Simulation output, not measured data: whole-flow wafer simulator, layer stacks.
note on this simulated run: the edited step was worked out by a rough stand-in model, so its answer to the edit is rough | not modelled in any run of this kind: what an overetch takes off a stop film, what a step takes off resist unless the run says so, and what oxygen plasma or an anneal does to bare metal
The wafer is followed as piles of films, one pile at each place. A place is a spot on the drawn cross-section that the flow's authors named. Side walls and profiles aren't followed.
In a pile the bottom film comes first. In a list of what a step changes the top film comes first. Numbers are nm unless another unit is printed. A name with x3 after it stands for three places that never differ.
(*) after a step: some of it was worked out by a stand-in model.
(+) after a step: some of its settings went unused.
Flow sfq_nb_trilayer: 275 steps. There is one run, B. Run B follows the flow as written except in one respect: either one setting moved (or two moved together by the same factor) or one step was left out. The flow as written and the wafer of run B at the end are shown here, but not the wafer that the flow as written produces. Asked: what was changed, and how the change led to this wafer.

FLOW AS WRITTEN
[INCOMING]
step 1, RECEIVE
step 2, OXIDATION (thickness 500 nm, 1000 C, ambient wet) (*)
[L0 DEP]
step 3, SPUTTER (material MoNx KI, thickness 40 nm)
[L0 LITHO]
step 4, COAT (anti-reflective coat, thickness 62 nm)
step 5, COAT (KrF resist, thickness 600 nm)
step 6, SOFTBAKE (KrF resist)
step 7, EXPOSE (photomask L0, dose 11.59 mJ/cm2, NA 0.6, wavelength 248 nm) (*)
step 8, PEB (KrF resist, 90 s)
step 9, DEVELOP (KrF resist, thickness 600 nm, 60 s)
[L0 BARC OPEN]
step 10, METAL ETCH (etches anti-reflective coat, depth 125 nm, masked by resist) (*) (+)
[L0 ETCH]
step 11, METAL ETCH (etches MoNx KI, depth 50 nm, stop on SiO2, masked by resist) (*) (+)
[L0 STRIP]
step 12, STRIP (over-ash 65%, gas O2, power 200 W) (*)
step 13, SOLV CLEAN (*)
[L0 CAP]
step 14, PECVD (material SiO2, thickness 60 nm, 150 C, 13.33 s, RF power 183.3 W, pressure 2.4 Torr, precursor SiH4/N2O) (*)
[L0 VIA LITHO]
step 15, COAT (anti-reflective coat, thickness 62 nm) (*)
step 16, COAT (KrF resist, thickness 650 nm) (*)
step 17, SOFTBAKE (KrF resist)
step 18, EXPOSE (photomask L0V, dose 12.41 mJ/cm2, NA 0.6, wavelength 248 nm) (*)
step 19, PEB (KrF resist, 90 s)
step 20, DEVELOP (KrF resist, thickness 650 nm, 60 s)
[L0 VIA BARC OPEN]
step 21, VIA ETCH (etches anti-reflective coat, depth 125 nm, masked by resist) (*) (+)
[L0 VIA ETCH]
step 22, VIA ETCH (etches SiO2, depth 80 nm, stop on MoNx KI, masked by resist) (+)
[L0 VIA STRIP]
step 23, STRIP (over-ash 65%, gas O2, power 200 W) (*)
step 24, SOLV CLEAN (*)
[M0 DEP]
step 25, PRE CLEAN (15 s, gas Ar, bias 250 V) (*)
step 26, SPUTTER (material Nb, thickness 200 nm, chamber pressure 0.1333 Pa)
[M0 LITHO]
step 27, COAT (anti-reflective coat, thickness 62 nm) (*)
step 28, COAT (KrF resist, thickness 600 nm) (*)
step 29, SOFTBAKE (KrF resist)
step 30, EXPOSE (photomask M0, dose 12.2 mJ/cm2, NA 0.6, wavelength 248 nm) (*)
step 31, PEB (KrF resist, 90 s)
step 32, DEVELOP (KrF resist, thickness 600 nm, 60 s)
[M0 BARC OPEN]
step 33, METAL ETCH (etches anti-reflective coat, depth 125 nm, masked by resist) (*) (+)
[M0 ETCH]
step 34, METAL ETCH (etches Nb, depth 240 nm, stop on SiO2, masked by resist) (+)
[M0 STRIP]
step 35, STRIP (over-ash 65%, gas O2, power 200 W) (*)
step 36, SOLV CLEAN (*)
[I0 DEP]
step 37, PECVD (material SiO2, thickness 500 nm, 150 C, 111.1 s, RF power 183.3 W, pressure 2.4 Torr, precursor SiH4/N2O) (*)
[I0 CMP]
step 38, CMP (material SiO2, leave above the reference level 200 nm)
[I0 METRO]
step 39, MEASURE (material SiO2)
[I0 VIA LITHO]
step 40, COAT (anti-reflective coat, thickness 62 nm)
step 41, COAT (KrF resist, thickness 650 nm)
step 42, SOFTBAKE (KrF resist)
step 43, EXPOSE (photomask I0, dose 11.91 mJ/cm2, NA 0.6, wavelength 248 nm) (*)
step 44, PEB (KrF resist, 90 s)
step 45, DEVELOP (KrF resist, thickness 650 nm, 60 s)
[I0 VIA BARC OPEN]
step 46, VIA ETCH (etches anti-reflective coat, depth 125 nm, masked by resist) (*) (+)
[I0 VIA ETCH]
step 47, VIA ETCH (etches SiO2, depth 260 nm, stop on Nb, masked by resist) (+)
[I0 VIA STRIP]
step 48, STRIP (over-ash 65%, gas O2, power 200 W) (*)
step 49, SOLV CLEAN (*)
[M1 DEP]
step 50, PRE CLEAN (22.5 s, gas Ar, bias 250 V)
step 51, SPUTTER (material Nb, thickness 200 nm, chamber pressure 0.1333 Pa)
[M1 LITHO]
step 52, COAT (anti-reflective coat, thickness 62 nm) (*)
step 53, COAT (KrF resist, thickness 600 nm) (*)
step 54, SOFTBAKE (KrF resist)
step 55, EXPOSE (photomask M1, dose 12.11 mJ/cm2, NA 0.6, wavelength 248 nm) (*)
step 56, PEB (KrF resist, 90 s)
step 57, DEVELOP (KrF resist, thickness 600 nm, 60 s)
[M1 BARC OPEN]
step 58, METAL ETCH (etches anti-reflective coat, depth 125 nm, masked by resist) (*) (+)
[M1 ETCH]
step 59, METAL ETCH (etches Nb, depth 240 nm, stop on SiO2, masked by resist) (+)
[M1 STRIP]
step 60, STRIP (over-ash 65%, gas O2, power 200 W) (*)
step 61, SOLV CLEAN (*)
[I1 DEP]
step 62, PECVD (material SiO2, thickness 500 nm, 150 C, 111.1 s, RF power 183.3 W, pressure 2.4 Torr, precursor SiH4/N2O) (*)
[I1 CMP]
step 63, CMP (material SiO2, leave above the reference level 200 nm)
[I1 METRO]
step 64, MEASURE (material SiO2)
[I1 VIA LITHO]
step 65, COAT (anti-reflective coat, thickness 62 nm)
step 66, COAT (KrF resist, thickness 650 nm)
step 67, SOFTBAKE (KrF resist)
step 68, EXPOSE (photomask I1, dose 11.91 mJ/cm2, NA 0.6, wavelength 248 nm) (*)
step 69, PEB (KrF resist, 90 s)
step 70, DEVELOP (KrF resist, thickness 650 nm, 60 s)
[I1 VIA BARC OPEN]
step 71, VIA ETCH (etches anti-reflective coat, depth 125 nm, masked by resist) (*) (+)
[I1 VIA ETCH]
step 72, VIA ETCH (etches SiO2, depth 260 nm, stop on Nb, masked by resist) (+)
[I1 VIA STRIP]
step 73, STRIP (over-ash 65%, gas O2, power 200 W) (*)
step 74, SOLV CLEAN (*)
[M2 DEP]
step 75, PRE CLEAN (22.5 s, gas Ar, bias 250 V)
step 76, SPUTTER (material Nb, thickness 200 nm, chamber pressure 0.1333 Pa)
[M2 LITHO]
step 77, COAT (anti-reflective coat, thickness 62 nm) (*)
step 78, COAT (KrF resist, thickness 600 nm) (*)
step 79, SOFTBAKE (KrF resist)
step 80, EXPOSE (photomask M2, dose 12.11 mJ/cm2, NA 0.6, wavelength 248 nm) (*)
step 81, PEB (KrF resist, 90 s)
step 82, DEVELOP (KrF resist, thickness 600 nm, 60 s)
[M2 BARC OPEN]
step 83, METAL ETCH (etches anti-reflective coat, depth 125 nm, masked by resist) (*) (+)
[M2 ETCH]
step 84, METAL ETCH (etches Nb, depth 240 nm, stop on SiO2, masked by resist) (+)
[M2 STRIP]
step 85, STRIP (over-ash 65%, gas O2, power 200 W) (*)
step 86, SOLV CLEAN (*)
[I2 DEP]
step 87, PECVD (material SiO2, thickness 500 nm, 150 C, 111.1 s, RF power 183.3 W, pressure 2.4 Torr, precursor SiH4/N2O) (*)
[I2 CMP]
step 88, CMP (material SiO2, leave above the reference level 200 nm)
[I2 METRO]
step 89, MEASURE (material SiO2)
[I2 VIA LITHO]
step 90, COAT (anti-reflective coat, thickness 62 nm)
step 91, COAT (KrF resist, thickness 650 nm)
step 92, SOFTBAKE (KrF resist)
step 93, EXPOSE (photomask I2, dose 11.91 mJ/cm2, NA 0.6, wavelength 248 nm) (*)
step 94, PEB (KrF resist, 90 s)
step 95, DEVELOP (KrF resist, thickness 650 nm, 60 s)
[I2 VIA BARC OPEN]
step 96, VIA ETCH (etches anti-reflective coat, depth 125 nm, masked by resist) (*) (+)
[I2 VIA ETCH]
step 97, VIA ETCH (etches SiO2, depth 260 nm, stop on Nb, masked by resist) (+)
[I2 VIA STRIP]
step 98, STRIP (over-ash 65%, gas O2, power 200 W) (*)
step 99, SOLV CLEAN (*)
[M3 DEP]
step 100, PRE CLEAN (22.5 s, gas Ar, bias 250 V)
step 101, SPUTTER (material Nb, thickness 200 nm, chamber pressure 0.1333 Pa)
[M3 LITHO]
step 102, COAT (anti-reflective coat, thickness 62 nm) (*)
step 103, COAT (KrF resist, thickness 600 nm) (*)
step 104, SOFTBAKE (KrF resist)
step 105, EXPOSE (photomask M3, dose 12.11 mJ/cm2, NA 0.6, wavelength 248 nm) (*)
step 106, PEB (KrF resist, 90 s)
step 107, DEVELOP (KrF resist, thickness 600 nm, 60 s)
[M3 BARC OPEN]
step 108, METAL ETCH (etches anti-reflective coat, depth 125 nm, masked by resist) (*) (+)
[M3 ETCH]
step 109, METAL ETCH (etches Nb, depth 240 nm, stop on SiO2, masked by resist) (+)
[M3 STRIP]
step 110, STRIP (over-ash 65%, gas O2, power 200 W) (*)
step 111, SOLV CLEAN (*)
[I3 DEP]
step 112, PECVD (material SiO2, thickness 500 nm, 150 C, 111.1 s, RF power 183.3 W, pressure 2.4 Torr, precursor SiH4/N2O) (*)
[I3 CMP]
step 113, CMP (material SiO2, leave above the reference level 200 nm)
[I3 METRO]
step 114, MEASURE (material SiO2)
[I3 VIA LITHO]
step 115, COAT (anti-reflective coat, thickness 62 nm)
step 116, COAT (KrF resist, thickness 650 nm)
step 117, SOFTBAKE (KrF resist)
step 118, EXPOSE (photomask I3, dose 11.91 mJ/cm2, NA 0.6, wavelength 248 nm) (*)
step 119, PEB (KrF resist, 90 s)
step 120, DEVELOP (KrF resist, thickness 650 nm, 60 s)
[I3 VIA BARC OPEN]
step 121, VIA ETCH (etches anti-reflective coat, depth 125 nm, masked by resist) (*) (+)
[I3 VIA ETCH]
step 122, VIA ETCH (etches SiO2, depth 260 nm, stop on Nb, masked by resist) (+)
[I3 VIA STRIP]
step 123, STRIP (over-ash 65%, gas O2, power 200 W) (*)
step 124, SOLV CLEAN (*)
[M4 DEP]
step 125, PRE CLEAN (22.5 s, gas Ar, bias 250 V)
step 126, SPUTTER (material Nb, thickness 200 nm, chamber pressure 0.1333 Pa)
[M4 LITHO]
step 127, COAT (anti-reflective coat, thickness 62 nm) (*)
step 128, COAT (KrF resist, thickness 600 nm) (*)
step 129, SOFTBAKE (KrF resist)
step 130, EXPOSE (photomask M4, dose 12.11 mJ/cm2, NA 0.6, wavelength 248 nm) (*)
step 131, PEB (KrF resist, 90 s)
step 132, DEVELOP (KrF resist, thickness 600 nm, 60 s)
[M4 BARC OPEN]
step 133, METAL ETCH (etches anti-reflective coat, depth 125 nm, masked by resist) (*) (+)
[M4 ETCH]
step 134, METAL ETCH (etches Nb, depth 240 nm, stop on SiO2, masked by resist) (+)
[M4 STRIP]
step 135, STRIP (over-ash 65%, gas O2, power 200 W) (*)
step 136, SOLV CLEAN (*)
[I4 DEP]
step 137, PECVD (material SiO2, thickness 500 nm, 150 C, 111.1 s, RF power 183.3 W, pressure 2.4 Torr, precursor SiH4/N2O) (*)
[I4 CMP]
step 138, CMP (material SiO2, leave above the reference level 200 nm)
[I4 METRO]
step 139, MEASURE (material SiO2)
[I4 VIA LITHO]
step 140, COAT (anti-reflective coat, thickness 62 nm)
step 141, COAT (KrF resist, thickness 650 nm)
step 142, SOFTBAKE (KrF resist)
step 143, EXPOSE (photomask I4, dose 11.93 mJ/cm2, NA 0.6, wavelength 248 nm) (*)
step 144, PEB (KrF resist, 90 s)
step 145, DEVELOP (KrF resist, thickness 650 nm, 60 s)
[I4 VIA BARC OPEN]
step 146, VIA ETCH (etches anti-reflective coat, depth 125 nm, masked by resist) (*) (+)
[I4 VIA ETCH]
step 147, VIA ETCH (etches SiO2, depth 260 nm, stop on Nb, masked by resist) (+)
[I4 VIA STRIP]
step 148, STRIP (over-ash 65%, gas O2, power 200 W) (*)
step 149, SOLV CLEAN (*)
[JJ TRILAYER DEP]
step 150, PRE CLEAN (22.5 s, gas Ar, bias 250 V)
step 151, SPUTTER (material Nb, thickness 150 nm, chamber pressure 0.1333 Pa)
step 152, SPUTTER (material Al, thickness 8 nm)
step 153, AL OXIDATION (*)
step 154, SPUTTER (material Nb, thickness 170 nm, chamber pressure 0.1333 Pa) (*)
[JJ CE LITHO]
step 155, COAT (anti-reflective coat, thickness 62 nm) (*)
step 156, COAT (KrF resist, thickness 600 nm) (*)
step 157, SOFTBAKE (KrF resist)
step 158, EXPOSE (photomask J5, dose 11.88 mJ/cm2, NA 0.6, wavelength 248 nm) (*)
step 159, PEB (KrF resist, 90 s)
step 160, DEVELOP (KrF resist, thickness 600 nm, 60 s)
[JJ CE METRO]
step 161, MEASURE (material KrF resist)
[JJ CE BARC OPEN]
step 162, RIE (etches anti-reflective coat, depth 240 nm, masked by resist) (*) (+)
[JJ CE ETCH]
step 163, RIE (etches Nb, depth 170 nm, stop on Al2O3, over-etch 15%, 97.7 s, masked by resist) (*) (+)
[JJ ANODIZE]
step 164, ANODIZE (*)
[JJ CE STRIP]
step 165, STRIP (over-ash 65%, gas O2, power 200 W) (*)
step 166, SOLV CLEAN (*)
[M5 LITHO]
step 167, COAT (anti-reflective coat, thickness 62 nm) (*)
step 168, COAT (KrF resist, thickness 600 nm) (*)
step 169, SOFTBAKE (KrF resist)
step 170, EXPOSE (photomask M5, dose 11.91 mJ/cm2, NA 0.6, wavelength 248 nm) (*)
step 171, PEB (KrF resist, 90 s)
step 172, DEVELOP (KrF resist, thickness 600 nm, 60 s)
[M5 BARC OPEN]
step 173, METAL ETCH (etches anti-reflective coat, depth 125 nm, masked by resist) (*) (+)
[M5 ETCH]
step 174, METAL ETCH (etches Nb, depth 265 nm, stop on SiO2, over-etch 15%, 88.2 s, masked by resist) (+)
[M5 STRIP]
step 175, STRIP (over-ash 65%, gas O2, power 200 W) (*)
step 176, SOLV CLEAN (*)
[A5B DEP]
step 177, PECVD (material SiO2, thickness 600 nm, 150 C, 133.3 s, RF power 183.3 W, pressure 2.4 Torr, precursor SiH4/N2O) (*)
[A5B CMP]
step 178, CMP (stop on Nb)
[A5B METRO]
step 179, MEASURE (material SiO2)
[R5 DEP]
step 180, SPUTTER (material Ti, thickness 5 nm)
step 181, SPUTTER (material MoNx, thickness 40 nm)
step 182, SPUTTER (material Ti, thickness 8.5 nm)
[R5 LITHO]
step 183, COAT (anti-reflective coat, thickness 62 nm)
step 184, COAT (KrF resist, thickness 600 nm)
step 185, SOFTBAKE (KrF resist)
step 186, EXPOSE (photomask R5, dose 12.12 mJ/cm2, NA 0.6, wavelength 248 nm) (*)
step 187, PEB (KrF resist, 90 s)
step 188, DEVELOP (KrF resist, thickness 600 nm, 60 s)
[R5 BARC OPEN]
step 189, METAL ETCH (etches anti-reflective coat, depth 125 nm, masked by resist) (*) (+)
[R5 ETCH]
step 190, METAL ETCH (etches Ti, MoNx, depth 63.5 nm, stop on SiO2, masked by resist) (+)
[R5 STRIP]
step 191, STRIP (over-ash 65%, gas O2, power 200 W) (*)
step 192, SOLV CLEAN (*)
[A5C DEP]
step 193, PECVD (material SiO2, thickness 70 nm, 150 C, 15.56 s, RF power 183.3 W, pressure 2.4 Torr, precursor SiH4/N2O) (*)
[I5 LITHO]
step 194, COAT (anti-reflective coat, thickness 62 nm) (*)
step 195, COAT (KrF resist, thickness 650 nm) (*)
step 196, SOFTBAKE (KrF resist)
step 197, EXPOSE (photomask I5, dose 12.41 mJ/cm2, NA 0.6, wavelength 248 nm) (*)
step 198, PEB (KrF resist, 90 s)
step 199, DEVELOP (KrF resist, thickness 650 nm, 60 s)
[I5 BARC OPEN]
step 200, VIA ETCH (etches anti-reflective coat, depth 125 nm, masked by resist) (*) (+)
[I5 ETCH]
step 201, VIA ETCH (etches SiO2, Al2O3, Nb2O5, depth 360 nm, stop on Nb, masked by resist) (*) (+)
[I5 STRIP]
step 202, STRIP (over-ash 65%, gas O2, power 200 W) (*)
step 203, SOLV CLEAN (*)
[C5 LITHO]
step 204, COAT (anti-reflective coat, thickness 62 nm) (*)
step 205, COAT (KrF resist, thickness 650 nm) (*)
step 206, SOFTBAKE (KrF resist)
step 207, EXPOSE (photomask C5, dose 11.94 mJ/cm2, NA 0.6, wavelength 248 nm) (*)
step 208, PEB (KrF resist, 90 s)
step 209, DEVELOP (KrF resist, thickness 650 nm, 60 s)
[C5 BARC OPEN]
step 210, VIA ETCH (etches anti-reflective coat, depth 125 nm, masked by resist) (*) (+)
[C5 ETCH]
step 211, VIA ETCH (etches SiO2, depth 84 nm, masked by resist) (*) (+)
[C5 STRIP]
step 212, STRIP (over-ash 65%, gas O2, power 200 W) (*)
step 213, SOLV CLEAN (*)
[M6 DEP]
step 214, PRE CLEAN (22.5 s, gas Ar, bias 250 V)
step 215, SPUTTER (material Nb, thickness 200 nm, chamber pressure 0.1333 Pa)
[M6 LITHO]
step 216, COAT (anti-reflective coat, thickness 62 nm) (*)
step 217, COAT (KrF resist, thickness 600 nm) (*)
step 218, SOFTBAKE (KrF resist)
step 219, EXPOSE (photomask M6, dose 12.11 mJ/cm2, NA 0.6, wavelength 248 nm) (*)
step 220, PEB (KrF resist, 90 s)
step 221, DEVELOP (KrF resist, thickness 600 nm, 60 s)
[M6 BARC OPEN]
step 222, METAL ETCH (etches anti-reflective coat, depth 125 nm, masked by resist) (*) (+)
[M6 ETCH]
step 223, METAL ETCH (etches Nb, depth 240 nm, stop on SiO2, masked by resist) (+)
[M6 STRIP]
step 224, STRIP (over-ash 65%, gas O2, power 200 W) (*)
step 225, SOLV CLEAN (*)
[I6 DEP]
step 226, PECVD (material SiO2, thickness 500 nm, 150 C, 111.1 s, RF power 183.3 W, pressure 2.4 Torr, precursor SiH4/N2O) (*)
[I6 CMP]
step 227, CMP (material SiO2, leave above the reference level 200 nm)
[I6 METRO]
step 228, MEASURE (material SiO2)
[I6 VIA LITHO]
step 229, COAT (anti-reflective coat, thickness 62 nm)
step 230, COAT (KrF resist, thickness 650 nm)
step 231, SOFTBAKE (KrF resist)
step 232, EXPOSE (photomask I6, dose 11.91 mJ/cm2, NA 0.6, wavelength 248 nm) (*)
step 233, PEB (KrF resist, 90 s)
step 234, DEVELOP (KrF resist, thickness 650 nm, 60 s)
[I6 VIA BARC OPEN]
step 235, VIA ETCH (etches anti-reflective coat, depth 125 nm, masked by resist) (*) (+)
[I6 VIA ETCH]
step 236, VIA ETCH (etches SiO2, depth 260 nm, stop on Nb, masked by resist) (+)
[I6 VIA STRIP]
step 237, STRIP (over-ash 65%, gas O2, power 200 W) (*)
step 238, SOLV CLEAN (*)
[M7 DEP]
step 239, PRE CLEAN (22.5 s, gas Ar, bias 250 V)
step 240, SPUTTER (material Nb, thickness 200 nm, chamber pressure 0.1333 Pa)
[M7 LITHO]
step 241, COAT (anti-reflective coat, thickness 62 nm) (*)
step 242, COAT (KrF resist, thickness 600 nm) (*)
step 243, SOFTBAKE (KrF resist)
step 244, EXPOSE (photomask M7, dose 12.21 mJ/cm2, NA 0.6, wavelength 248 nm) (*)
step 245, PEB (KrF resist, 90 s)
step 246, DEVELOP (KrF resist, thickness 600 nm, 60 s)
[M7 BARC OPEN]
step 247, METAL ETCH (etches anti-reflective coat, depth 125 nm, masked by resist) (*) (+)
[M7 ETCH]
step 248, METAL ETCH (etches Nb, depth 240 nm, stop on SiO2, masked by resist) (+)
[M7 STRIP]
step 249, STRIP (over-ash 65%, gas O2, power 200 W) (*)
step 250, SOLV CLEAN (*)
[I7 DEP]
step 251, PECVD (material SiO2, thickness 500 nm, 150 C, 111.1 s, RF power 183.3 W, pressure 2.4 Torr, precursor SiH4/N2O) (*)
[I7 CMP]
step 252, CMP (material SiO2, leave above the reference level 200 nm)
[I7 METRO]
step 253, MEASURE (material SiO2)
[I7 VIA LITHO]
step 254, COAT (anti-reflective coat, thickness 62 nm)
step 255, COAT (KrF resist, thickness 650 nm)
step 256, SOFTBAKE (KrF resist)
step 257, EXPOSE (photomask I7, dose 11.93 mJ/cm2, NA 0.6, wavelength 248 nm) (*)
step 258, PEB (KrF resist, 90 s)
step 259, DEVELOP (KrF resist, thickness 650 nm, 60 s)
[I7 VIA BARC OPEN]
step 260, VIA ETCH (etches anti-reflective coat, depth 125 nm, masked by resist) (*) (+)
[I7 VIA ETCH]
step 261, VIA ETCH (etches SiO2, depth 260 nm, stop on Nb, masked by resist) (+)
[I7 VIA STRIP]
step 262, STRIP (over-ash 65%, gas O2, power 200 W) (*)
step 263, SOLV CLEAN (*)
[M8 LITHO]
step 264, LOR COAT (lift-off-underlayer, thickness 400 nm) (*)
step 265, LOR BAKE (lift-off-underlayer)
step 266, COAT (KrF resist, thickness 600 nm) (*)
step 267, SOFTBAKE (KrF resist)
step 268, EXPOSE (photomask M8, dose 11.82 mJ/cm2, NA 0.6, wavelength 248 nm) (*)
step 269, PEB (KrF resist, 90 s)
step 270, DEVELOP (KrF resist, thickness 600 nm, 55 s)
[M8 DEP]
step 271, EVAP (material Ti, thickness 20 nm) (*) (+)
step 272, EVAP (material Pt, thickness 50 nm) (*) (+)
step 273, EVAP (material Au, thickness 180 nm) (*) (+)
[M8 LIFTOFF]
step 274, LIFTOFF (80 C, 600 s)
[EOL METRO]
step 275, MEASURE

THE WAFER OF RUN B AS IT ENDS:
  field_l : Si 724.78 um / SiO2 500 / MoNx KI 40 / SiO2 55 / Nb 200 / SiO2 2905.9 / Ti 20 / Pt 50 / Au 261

What caused this: step 273, EVAP: thickness 261 nm was run, though the flow has thickness 180 nm.
The wafer itself shows it: field_l has Au 261, and step 273 as written asks for 180 nm.

The path from the change to this, step by step:
  step 273, EVAP (material Au, thickness 180 nm) (*) (+)
      field_l, v_sur, via_wl and 103 more: +261 Au (new film) (as written it would have been: +180 Au (new film))
  step 274, LIFTOFF (80 C, 600 s)
      p4_fl x3, p4_w1 x9, p4_g1 x2 and 60 more: -261 Au (all of it), -50 Pt (all of it), -20 Ti (all of it), -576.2 KrF resist (all of it), -400 lift-off-underlayer (all of it) (as written it would have been: -180 Au (all of it), -50 Pt (all of it), -20 Ti (all of it), -576.2 KrF resist (all of it), -400 lift-off-underlayer (all of it))
      c5j, ce_r: -261 Au (all of it), -50 Pt (all of it), -20 Ti (all of it), -573.3 KrF resist (all of it), -399.3 lift-off-underlayer (all of it) (as written it would have been: -180 Au (all of it), -50 Pt (all of it), -20 Ti (all of it), -573.3 KrF resist (all of it), -399.3 lift-off-underlayer (all of it))
      (and at 19 other places as well)
